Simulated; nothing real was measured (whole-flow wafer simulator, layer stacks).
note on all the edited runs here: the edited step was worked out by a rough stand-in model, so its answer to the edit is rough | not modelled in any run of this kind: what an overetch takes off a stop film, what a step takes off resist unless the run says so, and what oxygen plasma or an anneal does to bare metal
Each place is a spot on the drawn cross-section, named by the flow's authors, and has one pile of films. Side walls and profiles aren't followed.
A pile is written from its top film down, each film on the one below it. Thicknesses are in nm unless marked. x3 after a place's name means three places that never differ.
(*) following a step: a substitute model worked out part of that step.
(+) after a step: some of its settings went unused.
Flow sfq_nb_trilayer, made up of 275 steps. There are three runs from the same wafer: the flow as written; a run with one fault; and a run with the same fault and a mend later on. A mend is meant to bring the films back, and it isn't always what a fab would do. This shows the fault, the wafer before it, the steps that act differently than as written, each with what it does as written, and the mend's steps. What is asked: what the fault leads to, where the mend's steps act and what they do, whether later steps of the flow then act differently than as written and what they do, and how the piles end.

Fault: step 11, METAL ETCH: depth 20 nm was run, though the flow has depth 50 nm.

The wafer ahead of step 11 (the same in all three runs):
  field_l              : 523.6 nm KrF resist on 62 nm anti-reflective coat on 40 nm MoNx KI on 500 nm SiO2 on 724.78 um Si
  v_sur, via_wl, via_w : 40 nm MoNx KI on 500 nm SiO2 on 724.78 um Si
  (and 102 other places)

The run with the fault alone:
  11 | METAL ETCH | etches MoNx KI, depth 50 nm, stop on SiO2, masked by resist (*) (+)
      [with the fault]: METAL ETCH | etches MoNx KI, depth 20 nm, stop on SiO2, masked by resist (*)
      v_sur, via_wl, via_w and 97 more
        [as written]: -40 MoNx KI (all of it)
        [with the fault]: -20 MoNx KI
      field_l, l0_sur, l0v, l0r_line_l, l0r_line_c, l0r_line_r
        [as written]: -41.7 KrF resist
        [with the fault]: -16.7 KrF resist
  Steps further on in the flow that do not act as written (8 other steps are not shown; they differ only slightly, by no more than 2% or 0.5 nm, whichever is larger):
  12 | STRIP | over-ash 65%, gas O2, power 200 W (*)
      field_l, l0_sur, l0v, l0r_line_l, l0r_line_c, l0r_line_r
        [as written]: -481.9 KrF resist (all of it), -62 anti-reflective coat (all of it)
        [with the fault]: -506.9 KrF resist (all of it), -62 anti-reflective coat (all of it)
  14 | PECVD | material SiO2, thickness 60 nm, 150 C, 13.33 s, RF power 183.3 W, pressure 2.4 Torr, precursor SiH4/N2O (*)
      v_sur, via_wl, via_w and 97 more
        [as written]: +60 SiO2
        [with the fault]: +60 SiO2 (new film)
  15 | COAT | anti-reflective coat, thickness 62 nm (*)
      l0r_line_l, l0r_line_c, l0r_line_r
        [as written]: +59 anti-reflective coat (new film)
        [with the fault]: +60.3 anti-reflective coat (new film)
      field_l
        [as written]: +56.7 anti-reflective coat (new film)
        [with the fault]: +59 anti-reflective coat (new film)
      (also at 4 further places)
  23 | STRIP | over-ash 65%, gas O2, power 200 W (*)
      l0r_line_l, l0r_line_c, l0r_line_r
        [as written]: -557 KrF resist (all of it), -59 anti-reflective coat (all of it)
        [with the fault]: -558.4 KrF resist (all of it), -60.3 anti-reflective coat (all of it)
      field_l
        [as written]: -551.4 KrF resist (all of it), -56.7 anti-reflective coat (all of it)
        [with the fault]: -555.7 KrF resist (all of it), -59 anti-reflective coat (all of it)
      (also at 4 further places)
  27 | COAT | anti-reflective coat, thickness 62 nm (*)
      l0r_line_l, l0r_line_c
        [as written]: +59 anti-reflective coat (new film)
        [with the fault]: +60.3 anti-reflective coat (new film)
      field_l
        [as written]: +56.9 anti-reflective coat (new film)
        [with the fault]: +59.3 anti-reflective coat (new film)
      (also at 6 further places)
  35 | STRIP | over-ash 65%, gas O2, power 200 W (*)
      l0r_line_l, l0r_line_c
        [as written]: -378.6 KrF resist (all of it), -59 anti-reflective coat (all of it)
        [with the fault]: -380.5 KrF resist (all of it), -60.3 anti-reflective coat (all of it)
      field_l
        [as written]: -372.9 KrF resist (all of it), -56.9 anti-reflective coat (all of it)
        [with the fault]: -377.6 KrF resist (all of it), -59.3 anti-reflective coat (all of it)
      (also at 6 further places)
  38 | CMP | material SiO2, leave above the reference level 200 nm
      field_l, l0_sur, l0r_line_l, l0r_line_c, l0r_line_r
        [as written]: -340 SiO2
        [with the fault]: -320 SiO2
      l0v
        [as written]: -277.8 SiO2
        [with the fault]: -257.8 SiO2
  The piles end different from the flow's at v_sur, via_wl, via_w and 97 more by more than 2% or 0.5 nm, whichever is larger.
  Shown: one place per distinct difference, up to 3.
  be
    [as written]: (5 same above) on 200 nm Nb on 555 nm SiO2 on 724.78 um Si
    [with the fault]: (5 same above) on 200 nm Nb on 55 nm SiO2 on 20 nm MoNx KI on 500 nm SiO2 on 724.78 um Si
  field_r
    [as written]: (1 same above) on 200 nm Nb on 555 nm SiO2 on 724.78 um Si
    [with the fault]: (1 same above) on 200 nm Nb on 55 nm SiO2 on 20 nm MoNx KI on 500 nm SiO2 on 724.78 um Si
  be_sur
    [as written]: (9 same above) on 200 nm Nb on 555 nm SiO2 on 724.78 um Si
    [with the fault]: (9 same above) on 200 nm Nb on 55 nm SiO2 on 20 nm MoNx KI on 500 nm SiO2 on 724.78 um Si

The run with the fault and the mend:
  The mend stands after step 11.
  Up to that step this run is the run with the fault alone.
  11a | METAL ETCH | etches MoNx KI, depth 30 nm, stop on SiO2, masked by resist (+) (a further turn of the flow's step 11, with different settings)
      v_sur, via_wl, via_w and 97 more
        -20 MoNx KI (all of it)
      field_l, l0_sur, l0v, l0r_line_l, l0r_line_c, l0r_line_r
        -25 KrF resist
  Later steps of the flow that are run all act as written at every place that is followed.
  The piles end the same as the flow's at every place that both follow.
